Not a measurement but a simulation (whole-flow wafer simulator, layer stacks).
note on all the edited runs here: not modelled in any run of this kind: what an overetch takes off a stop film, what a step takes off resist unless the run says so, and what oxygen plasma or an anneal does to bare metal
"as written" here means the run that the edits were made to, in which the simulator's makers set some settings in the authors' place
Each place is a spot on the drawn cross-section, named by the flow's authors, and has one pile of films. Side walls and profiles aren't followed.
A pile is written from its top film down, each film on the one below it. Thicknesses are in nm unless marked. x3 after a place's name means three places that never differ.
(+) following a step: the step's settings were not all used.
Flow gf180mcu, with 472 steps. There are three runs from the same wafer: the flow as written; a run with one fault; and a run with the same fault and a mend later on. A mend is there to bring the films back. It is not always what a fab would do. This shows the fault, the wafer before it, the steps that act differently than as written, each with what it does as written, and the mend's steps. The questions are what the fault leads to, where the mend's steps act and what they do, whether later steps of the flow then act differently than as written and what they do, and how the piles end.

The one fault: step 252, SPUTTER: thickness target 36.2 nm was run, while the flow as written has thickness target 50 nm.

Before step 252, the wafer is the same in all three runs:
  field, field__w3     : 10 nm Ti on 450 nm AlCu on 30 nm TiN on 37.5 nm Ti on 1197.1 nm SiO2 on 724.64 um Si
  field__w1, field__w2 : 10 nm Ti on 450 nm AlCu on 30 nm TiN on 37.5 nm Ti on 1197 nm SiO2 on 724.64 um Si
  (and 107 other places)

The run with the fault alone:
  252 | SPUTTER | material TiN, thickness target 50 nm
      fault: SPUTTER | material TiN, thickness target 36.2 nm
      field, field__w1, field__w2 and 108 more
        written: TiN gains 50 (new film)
        fault: TiN gains 36.2 (new film)
  Steps later in the flow that act otherwise than as written (4 more steps, not shown, differ only slightly: by at most 2% or 0.5 nm, whichever is larger):
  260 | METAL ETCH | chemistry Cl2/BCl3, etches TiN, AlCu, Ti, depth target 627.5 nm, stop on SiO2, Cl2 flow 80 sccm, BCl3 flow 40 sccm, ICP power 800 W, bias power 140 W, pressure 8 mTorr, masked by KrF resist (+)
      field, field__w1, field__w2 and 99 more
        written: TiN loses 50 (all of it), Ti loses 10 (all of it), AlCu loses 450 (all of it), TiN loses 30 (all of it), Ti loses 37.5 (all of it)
        fault: TiN loses 36.2 (all of it), Ti loses 10 (all of it), AlCu loses 450 (all of it), TiN loses 30 (all of it), Ti loses 37.5 (all of it)
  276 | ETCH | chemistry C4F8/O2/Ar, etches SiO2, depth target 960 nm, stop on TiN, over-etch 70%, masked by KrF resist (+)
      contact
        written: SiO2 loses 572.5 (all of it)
        fault: SiO2 loses 586.3 (all of it)
  The piles end different from the flow's at field__w8, contact, m1 and 6 more by more than 2% or 0.5 nm, whichever is larger.
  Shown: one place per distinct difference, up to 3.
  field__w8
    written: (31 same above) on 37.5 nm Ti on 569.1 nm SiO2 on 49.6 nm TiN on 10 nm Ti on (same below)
    fault: (31 same above) on 37.5 nm Ti on 582.9 nm SiO2 on 35.8 nm TiN on 10 nm Ti on (same below)
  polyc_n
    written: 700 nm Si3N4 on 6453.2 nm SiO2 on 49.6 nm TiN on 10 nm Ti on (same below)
    fault: 700 nm Si3N4 on 6467 nm SiO2 on 35.8 nm TiN on 10 nm Ti on (same below)
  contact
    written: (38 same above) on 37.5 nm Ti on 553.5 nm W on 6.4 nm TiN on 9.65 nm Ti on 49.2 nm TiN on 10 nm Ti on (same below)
    fault: (38 same above) on 37.5 nm Ti on 567.4 nm W on 6.35 nm TiN on 9.58 nm Ti on 35.4 nm TiN on 10 nm Ti on (same below)

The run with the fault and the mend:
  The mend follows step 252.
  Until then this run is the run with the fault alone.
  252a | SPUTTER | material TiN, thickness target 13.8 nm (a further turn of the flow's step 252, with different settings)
      field, field__w1, field__w2 and 108 more
        TiN gains 13.8
  Later steps of the flow that are run all act as written at every place that is followed.
  At every place that both follow, the piles at the end match the flow's.
